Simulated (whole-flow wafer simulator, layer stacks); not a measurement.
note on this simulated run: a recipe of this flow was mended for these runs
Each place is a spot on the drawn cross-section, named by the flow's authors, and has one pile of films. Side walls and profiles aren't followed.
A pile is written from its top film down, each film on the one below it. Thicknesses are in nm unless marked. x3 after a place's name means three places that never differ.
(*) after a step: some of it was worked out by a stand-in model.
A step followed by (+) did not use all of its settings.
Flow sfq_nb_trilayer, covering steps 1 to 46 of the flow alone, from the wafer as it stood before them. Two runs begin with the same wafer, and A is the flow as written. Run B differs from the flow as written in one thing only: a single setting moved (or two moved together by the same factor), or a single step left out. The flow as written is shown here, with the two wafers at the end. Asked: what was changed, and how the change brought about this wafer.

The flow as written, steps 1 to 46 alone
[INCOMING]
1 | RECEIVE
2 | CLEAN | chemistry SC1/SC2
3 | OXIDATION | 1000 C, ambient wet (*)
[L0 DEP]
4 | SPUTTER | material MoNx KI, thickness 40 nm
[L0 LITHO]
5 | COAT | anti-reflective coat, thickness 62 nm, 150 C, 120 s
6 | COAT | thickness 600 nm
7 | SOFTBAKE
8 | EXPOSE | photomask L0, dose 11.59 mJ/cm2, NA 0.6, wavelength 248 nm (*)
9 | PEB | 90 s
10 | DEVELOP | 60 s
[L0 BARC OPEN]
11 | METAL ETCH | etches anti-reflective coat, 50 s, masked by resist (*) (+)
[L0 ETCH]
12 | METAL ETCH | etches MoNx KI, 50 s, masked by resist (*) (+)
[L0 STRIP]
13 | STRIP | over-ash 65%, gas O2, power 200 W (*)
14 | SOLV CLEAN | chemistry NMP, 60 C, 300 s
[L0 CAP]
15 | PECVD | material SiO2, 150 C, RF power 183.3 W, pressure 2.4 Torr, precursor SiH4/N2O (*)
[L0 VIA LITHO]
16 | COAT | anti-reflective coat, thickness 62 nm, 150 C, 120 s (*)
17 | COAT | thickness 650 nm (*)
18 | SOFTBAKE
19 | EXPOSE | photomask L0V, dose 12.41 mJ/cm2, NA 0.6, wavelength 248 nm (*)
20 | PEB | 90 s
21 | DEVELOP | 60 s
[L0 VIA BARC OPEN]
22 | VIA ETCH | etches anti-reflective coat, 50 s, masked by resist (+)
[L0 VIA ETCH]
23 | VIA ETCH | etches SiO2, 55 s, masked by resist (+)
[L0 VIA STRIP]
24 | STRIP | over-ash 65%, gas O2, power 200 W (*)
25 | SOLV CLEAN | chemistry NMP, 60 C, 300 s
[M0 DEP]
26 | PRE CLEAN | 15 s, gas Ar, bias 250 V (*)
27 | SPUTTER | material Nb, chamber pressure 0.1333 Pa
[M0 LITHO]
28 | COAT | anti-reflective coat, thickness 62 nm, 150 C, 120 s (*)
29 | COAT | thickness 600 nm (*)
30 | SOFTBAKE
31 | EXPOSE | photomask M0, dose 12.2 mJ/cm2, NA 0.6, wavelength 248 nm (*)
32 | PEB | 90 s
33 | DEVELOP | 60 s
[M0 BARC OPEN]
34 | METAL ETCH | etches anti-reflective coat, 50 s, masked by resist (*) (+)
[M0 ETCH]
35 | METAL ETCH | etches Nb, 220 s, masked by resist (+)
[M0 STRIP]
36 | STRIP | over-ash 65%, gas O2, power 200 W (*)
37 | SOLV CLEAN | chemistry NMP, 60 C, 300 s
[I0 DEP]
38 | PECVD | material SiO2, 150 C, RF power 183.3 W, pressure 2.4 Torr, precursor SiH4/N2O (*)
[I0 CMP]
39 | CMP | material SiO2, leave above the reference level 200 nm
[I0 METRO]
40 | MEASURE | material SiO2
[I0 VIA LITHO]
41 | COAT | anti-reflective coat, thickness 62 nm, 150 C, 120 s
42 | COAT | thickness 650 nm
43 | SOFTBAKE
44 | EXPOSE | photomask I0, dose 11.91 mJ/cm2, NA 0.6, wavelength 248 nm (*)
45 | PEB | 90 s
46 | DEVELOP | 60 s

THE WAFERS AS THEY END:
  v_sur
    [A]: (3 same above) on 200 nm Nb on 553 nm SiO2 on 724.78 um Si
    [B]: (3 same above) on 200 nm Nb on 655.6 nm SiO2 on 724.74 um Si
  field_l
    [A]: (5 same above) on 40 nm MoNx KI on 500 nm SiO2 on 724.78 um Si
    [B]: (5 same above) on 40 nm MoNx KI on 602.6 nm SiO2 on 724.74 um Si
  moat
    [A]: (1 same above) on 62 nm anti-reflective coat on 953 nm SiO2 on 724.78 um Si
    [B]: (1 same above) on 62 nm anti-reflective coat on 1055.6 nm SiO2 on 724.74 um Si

What caused this: step 3, OXIDATION: 1031 C was run, while the flow as written has 1000 C.

Step by step, how the change led to this:
  3 | OXIDATION | 1000 C, ambient wet (*)
      field_l, v_sur, via_wl and 103 more: A +500 SiO2 (new film), -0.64 chemical SiO2 (all of it), -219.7 Si | B +602.6 SiO2 (new film), -0.64 chemical SiO2 (all of it), -264.8 Si
